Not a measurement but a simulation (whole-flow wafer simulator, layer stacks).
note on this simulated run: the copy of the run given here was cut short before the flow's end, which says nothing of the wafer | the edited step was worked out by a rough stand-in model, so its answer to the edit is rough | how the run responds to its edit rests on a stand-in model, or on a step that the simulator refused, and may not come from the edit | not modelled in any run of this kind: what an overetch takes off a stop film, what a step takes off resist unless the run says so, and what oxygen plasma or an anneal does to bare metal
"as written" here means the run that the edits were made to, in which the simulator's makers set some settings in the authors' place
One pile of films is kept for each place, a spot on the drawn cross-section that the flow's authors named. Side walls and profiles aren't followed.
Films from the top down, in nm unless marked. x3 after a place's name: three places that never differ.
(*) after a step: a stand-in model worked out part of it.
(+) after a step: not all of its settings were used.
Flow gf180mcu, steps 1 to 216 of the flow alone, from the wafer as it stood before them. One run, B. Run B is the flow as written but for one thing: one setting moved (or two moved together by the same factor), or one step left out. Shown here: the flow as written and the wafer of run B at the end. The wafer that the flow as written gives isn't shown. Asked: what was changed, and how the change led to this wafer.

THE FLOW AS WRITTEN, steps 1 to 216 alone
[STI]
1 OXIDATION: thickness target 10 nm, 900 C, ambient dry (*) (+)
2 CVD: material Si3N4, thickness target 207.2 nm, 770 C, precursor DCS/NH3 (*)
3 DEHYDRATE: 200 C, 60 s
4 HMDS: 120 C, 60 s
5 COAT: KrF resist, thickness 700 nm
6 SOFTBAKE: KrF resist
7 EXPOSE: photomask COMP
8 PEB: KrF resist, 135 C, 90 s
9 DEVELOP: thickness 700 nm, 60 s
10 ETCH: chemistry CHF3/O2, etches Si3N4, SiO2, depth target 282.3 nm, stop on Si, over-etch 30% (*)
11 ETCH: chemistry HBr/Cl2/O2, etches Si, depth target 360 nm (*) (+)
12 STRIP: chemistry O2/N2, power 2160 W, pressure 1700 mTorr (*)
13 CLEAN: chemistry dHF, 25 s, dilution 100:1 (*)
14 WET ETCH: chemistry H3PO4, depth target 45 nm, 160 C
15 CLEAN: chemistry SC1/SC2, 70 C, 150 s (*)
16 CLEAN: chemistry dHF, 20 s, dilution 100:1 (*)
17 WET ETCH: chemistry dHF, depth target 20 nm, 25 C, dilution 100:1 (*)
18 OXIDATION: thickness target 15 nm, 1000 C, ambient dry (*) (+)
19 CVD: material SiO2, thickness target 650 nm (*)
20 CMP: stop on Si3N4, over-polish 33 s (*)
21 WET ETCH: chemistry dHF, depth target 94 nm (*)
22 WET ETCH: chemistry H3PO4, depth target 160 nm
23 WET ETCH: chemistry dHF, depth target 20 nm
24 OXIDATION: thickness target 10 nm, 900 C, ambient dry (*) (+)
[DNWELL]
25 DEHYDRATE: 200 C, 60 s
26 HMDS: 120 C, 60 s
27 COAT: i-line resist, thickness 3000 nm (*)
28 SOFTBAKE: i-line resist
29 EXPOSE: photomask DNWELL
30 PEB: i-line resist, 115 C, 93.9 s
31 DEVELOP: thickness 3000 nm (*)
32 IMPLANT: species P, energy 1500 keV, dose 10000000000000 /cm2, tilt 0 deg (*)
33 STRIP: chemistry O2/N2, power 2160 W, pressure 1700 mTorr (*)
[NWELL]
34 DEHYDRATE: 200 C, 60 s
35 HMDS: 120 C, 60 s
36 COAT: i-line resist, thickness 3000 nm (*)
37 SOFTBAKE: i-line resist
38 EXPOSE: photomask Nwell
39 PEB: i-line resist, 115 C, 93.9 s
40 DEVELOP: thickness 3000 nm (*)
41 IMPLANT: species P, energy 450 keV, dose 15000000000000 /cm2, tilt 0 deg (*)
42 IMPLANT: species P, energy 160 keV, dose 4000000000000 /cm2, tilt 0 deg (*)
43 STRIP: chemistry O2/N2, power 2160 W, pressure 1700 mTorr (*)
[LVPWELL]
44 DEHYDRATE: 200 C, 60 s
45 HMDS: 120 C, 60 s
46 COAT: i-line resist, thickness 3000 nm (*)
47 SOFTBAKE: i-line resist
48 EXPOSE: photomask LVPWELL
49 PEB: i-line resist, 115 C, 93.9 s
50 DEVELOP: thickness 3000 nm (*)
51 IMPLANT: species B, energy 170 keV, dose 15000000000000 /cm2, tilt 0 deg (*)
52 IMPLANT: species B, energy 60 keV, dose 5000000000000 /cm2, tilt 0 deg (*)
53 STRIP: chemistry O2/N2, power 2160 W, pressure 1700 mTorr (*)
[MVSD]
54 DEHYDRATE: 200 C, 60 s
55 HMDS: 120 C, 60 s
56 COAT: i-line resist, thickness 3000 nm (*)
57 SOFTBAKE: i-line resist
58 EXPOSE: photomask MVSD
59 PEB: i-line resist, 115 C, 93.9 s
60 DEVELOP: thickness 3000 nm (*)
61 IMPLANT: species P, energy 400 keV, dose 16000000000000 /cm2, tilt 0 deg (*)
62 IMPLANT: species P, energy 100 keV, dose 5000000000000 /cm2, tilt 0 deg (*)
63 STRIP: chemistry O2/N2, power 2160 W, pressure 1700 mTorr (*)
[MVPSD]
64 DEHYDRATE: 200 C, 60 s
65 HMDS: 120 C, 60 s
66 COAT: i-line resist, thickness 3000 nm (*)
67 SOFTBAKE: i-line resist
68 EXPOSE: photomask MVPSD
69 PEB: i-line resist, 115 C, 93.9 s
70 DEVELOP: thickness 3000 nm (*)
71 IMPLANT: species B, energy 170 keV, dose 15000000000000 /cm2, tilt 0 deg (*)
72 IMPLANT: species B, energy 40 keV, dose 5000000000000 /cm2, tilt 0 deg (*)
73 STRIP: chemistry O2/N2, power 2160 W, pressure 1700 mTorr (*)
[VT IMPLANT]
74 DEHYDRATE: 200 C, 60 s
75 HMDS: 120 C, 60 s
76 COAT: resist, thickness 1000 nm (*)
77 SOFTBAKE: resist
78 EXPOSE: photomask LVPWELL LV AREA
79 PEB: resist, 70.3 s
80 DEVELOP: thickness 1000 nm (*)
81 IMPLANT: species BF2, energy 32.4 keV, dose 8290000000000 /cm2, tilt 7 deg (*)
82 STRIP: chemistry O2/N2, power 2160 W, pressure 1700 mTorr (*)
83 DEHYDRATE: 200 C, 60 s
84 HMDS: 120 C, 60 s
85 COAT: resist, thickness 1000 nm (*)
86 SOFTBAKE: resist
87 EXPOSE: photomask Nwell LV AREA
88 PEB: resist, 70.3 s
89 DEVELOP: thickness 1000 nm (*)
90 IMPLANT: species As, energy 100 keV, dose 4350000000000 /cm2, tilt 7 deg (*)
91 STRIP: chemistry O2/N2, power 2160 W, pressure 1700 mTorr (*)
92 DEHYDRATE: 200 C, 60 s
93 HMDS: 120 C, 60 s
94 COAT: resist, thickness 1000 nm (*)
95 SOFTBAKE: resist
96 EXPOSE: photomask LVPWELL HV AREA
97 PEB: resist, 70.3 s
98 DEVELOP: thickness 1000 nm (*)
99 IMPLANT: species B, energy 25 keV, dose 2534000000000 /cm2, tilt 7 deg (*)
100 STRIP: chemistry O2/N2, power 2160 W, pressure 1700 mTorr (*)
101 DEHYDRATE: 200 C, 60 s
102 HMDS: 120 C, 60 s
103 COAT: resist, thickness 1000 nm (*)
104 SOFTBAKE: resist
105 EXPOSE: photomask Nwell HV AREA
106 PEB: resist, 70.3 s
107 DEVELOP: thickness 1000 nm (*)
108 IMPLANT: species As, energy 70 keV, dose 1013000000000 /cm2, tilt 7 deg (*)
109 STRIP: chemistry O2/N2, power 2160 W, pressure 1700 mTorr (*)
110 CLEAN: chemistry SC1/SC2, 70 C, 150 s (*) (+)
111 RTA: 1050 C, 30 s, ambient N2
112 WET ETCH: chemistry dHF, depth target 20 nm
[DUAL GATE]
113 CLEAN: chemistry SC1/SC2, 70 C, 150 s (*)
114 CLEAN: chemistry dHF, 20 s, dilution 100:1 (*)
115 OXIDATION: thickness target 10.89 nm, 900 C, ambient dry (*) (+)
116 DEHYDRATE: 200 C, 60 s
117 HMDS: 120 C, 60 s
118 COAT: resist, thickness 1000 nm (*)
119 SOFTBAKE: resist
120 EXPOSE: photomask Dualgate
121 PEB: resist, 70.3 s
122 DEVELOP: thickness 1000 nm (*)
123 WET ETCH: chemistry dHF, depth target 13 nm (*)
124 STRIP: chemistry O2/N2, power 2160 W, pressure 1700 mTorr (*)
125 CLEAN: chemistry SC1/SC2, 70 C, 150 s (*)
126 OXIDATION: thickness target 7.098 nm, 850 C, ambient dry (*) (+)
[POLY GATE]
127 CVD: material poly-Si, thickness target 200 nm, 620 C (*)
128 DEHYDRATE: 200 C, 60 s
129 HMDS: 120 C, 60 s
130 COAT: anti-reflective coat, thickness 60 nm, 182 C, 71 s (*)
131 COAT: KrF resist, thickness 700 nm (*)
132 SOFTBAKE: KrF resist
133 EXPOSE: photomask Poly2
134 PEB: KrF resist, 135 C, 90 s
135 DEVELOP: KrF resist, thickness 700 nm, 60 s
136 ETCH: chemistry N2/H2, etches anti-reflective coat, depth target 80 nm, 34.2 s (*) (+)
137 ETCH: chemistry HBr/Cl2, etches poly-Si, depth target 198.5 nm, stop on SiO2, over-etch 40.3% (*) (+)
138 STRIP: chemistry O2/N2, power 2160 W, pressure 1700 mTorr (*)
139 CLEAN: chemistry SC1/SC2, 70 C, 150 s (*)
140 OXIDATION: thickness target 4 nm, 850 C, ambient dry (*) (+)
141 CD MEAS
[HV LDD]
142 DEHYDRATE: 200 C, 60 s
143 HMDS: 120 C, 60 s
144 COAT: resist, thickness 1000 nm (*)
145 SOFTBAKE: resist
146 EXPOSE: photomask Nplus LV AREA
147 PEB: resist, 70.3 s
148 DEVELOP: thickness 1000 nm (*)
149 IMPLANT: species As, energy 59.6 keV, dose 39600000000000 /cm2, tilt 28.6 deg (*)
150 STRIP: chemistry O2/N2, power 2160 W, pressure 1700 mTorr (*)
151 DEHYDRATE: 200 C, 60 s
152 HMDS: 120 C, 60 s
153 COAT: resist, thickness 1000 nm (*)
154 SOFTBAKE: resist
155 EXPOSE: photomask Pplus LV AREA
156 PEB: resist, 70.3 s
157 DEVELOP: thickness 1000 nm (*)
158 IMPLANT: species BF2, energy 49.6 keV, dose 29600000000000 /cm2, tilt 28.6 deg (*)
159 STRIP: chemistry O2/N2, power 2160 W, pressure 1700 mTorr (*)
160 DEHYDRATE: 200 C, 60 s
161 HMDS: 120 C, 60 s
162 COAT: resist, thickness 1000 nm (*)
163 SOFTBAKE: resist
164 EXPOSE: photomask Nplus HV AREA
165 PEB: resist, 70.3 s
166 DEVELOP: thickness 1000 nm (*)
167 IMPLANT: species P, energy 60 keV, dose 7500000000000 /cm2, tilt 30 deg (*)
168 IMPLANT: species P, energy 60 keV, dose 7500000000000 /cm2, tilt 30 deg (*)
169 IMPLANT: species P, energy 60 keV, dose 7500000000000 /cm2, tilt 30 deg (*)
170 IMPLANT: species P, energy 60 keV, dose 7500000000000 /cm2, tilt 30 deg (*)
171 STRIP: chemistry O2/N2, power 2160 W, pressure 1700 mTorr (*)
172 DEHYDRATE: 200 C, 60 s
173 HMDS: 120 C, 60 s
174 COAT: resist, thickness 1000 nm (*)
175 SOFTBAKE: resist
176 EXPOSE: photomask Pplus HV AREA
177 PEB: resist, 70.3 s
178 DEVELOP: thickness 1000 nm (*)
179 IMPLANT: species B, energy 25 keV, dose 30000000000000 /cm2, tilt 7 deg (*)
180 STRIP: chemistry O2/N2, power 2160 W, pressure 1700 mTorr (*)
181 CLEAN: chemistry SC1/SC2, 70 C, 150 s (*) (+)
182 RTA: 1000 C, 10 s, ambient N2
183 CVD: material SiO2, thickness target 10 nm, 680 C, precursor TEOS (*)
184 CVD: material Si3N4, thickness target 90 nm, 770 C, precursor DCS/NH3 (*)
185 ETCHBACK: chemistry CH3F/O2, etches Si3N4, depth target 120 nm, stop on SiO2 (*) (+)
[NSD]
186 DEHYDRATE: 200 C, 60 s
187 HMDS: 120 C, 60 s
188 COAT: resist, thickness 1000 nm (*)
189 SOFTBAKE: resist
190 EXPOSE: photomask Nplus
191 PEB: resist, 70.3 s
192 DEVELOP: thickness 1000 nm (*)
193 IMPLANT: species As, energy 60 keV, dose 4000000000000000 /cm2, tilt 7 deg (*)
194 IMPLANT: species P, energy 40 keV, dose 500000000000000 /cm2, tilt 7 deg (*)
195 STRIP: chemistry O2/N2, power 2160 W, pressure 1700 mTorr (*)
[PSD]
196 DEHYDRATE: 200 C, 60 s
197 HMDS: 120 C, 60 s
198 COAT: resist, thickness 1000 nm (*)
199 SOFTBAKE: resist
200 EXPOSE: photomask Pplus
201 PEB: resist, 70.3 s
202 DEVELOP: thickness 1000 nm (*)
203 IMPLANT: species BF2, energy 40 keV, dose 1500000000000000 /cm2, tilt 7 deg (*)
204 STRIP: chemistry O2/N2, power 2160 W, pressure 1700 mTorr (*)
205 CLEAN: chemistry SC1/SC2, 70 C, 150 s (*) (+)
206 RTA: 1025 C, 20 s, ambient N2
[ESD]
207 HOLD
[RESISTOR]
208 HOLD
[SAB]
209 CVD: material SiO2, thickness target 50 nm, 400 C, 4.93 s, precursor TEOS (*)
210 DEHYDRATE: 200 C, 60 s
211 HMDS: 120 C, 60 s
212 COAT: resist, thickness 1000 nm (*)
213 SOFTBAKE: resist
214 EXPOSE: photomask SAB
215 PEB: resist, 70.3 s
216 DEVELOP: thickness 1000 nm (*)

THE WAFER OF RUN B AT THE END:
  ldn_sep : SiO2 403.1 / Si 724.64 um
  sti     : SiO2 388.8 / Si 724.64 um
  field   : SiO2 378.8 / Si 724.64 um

The cause: step 21, WET ETCH: depth target 129 nm was run, where the flow has depth target 94 nm.

How the change led to this, step by step:
  21 WET ETCH: chemistry dHF, depth target 94 nm (*)
      active, n_well, p_well and 40 more: Si3N4 -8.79 (as written it would be: Si3N4 -6.43)
      field, field_sub, sti and 34 more: SiO2 -129 (as written it would be: SiO2 -94)
  28 SOFTBAKE: i-line resist
      sd_p, m1: nothing (as written it would be: i-line resist +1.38)
      field_sub: nothing (as written it would be: i-line resist +1.87)
      (and at 56 more places)
  37 SOFTBAKE: i-line resist
      sd_p, m1: nothing (as written it would be: i-line resist +1.38)
      field_sub: nothing (as written it would be: i-line resist +1.87)
      (and at 56 more places)
  47 SOFTBAKE: i-line resist
      sd_p, m1: nothing (as written it would be: i-line resist +1.38)
      field_sub: nothing (as written it would be: i-line resist +1.87)
      (and at 56 more places)
  57 SOFTBAKE: i-line resist
      sd_p, m1: nothing (as written it would be: i-line resist +1.38)
      field_sub: nothing (as written it would be: i-line resist +1.87)
      (and at 56 more places)
  67 SOFTBAKE: i-line resist
      sd_p, m1: nothing (as written it would be: i-line resist +1.38)
      field_sub: nothing (as written it would be: i-line resist +1.87)
      (and at 56 more places)
  76 COAT: resist, thickness 1000 nm (*)
      p_well, spacer, sd_n: resist +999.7 (new film) (as written it would be: resist +1033.8 (new film))
      active: resist +999.3 (new film) (as written it would be: resist +1019.7 (new film))
      (and at 21 more places)
  77 SOFTBAKE: resist
      field: resist +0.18 (as written it would be: resist -0.74)
      field__w3: resist +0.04 (as written it would be: resist -0.51)
      (and at 45 more places)
  80 DEVELOP: thickness 1000 nm (*)
      p_well, spacer, sd_n: resist -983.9 (all of it) (as written it would be: resist -1017.4 (all of it))
      active: resist -983.5 (all of it) (as written it would be: resist -1004 (all of it))
      (and at 3 more places)
  82 STRIP: chemistry O2/N2, power 2160 W, pressure 1700 mTorr (*)
      ldn_acc, ldn_drn: resist -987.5 (all of it) (as written it would be: resist -1009.2 (all of it))
      ld_body_p_dnw: resist -984 (all of it) (as written it would be: resist -1004.5 (all of it))
      (and at 16 more places)
  85 COAT: resist, thickness 1000 nm (*)
      p_well, spacer, sd_n: resist +999.7 (new film) (as written it would be: resist +1033.8 (new film))
      active: resist +999.3 (new film) (as written it would be: resist +1019.7 (new film))
      (and at 21 more places)
  86 SOFTBAKE: resist
      field: resist +0.18 (as written it would be: resist -0.74)
      field__w3: resist +0.04 (as written it would be: resist -0.51)
      (and at 45 more places)
  89 DEVELOP: thickness 1000 nm (*)
      pplus_u: resist -983.2 (all of it) (as written it would be: resist -1009.2 (all of it))
      iso_ntap_nw: resist -985 (all of it) (as written it would be: resist -1011.9 (all of it))
      (and at 1 more place)
  91 STRIP: chemistry O2/N2, power 2160 W, pressure 1700 mTorr (*)
      p_well, spacer, sd_n: resist -983.9 (all of it) (as written it would be: resist -1017.4 (all of it))
      ldn_acc, ldn_drn: resist -987.5 (all of it) (as written it would be: resist -1009.2 (all of it))
      (and at 18 more places)
  94 COAT: resist, thickness 1000 nm (*)
      p_well, spacer, sd_n: resist +999.7 (new film) (as written it would be: resist +1033.8 (new film))
      active: resist +999.3 (new film) (as written it would be: resist +1019.7 (new film))
      (and at 21 more places)
  95 SOFTBAKE: resist
      field: resist +0.18 (as written it would be: resist -0.74)
      field__w3: resist +0.04 (as written it would be: resist -0.51)
      (and at 45 more places)
  ... 47 more steps ...
  216 DEVELOP: thickness 1000 nm (*)
      p_well, sd_n: resist -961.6 (all of it) (as written it would be: resist -996.4 (all of it))
      field__w6: resist -1072.6 (all of it) (as written it would be: resist -1026.2 (all of it))
      (and at 27 more places)
